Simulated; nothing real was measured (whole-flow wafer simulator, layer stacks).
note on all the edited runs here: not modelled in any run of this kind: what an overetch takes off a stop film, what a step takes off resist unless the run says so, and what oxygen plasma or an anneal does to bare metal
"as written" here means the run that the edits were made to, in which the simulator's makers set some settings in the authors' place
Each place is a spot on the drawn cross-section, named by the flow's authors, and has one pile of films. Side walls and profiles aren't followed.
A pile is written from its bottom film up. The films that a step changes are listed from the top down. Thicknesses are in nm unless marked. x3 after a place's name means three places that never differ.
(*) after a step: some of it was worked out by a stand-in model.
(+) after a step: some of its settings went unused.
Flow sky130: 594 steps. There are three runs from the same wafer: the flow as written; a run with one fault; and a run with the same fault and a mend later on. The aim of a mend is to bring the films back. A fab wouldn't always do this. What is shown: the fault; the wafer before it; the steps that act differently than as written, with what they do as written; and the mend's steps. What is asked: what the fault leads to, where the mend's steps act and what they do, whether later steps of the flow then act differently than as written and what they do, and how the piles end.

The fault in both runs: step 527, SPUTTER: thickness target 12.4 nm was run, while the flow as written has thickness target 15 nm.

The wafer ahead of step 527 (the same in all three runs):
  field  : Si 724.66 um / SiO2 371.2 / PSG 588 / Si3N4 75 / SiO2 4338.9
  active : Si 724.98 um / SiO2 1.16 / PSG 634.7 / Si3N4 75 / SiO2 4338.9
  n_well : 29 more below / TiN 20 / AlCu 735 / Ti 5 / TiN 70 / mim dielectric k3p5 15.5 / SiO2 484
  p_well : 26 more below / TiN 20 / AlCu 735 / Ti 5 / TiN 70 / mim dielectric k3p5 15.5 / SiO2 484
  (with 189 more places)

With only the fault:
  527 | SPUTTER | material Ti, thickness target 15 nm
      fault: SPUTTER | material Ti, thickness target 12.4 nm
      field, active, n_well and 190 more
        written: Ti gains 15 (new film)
        fault: Ti gains 12.4 (new film)
  Steps further on in the flow that do not act as written (not shown: 20 more steps that differ only slightly, by at most 2% or 0.5 nm, whichever is larger):
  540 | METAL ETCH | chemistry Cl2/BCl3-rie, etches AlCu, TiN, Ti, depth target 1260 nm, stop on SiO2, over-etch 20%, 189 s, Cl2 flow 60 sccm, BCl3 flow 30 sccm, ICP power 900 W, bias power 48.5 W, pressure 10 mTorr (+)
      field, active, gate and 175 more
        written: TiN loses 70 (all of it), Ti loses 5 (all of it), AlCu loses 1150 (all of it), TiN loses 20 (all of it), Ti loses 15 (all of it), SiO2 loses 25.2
        fault: TiN loses 70 (all of it), Ti loses 5 (all of it), AlCu loses 1150 (all of it), TiN loses 20 (all of it), Ti loses 12.4 (all of it), SiO2 loses 25.5
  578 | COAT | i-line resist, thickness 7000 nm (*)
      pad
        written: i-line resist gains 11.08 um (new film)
        fault: i-line resist gains 11.09 um (new film)
  By the end, the piles at n_well, p_well, sd_n and 12 more depart from the flow's by more than 2% or 0.5 nm, whichever is larger.
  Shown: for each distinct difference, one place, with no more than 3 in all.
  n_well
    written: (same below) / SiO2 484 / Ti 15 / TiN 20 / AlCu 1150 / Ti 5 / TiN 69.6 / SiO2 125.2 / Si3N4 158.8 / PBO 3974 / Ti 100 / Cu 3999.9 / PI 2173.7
    fault: (same below) / SiO2 484 / Ti 12.4 / TiN 20 / AlCu 1150 / Ti 5 / TiN 69.6 / SiO2 125.2 / Si3N4 158.8 / PBO 3975.9 / Ti 100 / Cu 3999.9 / PI 2174
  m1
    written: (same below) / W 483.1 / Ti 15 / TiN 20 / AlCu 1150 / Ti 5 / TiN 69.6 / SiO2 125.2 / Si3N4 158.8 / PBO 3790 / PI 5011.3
    fault: (same below) / W 483.1 / Ti 12.4 / TiN 20 / AlCu 1150 / Ti 5 / TiN 69.6 / SiO2 125.2 / Si3N4 158.8 / PBO 3792.1 / PI 5011.4
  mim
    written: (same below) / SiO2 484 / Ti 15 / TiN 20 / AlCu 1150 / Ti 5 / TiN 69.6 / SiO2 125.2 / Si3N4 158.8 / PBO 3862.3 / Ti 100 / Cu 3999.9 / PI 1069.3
    fault: (same below) / SiO2 484 / Ti 12.4 / TiN 20 / AlCu 1150 / Ti 5 / TiN 69.6 / SiO2 125.2 / Si3N4 158.8 / PBO 3864.3 / Ti 100 / Cu 3999.9 / PI 1069.6

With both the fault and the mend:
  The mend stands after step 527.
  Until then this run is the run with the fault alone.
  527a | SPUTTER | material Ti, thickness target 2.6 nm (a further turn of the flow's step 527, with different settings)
      field, active, n_well and 190 more
        Ti gains 2.6
  Every later step of the flow that is run acts as written at every place that is followed.
  The piles end the same as the flow's at every place that both follow.
